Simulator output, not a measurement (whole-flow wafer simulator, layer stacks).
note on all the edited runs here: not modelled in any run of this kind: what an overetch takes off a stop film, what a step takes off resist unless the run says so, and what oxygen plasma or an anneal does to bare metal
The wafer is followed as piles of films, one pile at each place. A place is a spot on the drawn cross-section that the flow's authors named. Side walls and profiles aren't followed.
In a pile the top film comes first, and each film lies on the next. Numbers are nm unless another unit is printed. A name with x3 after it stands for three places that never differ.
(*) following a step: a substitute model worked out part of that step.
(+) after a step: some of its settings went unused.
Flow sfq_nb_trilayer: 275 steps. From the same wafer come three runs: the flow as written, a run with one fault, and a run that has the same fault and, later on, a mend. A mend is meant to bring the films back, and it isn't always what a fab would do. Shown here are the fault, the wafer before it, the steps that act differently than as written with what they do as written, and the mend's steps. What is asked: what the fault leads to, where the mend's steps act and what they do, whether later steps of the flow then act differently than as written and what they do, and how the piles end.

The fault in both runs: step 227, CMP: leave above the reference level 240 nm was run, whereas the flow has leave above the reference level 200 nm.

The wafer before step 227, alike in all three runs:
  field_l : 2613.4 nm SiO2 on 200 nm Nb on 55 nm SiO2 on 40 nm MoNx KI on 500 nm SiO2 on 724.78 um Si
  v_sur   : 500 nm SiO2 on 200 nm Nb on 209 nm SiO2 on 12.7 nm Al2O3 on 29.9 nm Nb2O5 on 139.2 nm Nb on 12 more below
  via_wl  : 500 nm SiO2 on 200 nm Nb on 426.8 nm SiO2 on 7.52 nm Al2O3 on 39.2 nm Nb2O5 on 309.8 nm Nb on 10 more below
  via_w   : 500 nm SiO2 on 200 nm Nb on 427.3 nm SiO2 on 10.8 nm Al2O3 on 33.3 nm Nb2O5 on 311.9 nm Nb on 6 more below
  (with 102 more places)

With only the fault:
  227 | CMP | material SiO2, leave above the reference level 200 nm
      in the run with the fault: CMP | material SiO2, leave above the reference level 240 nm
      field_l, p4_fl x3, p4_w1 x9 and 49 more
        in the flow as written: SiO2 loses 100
        in the run with the fault: SiO2 loses 60
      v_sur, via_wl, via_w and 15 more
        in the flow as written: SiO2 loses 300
        in the run with the fault: SiO2 loses 260
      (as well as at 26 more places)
  Later steps of the flow acting differently than as written (not shown: 3 more steps that differ only slightly, by at most 2% or 0.5 nm, whichever is larger):
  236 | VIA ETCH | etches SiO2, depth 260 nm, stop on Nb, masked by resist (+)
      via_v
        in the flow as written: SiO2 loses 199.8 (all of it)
        in the run with the fault: SiO2 loses 239.8 (all of it)
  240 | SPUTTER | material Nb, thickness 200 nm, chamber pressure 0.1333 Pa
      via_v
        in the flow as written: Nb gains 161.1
        in the run with the fault: Nb gains 151.7
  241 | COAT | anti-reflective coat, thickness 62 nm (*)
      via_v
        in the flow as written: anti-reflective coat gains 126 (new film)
        in the run with the fault: anti-reflective coat gains 134.8 (new film)
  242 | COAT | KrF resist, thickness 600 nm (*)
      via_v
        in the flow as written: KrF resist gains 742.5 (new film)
        in the run with the fault: KrF resist gains 776.3 (new film)
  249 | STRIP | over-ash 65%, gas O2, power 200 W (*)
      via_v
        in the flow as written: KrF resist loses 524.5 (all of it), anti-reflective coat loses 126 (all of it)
        in the run with the fault: KrF resist loses 558.2 (all of it), anti-reflective coat loses 134.8 (all of it)
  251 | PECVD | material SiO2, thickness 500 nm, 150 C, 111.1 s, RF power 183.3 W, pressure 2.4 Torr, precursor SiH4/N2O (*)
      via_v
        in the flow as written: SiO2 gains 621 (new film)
        in the run with the fault: SiO2 gains 670.4 (new film)
  At v_sur, via_wl, via_w and 80 more, the piles at the end differ from the flow's by more than 2% or 0.5 nm, whichever is larger.
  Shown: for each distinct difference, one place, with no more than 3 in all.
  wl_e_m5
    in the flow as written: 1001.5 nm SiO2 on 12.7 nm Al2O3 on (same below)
    in the run with the fault: 1041.5 nm SiO2 on 12.7 nm Al2O3 on (same below)
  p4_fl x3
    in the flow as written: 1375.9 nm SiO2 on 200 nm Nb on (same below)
    in the run with the fault: 1415.9 nm SiO2 on 200 nm Nb on (same below)
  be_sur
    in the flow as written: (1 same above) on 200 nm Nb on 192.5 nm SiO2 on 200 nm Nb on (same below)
    in the run with the fault: (1 same above) on 200 nm Nb on 232.5 nm SiO2 on 200 nm Nb on (same below)

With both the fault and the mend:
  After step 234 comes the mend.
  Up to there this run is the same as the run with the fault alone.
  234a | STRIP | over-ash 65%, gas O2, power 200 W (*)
      field_l, v_sur, via_wl and 102 more
        KrF resist loses 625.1 (all of it), anti-reflective coat loses 62 (all of it)
      via_v
        anti-reflective coat loses 62 (all of it)
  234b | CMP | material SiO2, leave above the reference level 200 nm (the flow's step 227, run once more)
      field_l, v_sur, via_wl and 103 more
        SiO2 loses 40
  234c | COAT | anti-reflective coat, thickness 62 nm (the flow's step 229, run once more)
      field_l, v_sur, via_wl and 103 more
        anti-reflective coat gains 62 (new film)
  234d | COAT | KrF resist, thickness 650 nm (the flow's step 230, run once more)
      field_l, v_sur, via_wl and 103 more
        KrF resist gains 650 (new film)
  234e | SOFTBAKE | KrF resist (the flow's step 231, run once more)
      does not change any film at any place that is followed
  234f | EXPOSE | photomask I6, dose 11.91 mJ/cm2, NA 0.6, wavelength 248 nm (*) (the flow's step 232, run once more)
      does not change any film at any place that is followed
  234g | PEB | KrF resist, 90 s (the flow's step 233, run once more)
      field_l, v_sur, via_wl and 103 more
        KrF resist loses 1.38
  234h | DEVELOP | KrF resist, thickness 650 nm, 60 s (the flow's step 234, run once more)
      field_l, v_sur, via_wl and 102 more
        KrF resist loses 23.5
      via_v
        KrF resist loses 648.6 (all of it)
  Every later step of the flow that is run acts as written at every place that is followed.
  At every place that both follow, the piles at the end match the flow's.
